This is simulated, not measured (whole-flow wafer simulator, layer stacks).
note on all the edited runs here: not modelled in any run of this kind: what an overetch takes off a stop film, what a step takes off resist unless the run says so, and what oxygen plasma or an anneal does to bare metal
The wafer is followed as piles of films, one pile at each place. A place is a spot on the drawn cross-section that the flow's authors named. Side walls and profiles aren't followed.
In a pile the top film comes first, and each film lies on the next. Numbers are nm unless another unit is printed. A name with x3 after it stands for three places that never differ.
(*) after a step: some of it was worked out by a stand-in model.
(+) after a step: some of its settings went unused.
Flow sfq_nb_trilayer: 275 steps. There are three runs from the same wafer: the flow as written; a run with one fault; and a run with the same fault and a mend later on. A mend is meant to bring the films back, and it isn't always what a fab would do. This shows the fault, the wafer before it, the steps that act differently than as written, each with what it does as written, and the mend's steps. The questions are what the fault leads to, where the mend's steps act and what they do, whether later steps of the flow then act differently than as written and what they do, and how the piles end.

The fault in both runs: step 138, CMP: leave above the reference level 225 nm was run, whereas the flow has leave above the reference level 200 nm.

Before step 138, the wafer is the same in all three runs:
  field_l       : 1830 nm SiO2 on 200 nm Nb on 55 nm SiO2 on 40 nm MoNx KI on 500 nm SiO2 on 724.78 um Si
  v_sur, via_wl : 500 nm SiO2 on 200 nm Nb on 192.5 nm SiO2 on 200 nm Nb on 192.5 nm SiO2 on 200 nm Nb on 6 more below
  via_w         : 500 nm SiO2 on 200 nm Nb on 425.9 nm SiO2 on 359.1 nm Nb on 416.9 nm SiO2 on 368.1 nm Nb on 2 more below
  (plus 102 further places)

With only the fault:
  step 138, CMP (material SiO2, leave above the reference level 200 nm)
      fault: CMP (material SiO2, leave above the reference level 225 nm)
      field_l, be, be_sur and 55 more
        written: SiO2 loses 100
        fault: SiO2 loses 75
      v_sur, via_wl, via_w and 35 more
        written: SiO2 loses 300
        fault: SiO2 loses 275
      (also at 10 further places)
  Later steps of the flow acting differently than as written (not shown: 6 more steps that differ only slightly, by at most 2% or 0.5 nm, whichever is larger):
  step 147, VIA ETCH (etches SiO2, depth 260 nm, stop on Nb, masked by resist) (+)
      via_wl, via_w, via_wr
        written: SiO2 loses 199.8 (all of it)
        fault: SiO2 loses 224.8 (all of it)
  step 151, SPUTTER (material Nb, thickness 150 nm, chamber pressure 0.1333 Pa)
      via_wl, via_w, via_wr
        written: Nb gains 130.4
        fault: Nb gains 127.5
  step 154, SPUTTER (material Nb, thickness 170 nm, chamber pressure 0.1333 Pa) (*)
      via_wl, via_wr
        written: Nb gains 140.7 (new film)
        fault: Nb gains 136.3 (new film)
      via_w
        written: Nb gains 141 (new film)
        fault: Nb gains 136.6 (new film)
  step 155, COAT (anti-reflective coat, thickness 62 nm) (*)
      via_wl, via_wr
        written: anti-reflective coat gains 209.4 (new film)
        fault: anti-reflective coat gains 235 (new film)
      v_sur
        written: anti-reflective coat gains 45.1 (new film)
        fault: anti-reflective coat gains 44.1 (new film)
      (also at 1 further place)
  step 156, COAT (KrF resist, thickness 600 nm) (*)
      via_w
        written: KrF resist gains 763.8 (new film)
        fault: KrF resist gains 786.9 (new film)
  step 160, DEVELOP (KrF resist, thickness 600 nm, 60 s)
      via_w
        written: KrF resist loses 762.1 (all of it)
        fault: KrF resist loses 785.2 (all of it)
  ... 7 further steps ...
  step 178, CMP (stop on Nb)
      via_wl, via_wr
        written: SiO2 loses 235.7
        fault: SiO2 loses 227.2
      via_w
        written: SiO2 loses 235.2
        fault: SiO2 loses 227.2
  By the end, the piles at v_sur, via_wl, via_w and 18 more depart from the flow's by more than 2% or 0.5 nm, whichever is larger.
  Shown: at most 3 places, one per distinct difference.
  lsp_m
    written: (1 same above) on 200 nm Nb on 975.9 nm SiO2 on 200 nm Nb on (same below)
    fault: (1 same above) on 200 nm Nb on 1000.9 nm SiO2 on 200 nm Nb on (same below)
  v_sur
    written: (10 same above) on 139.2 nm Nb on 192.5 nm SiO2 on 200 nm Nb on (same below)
    fault: (10 same above) on 139.2 nm Nb on 217.5 nm SiO2 on 200 nm Nb on (same below)
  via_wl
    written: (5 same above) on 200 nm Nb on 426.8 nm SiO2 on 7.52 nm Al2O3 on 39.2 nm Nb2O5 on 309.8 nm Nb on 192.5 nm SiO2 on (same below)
    fault: (5 same above) on 200 nm Nb on 454.7 nm SiO2 on 7.32 nm Al2O3 on 39.6 nm Nb2O5 on 306.8 nm Nb on 192.5 nm SiO2 on (same below)

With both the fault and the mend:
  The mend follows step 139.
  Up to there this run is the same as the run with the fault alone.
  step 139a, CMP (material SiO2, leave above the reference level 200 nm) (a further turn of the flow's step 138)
      field_l, v_sur, via_wl and 103 more
        SiO2 loses 25
  Every later step of the flow that is run acts as written at every place that is followed.
  The piles end the same as the flow's at every place that both follow.
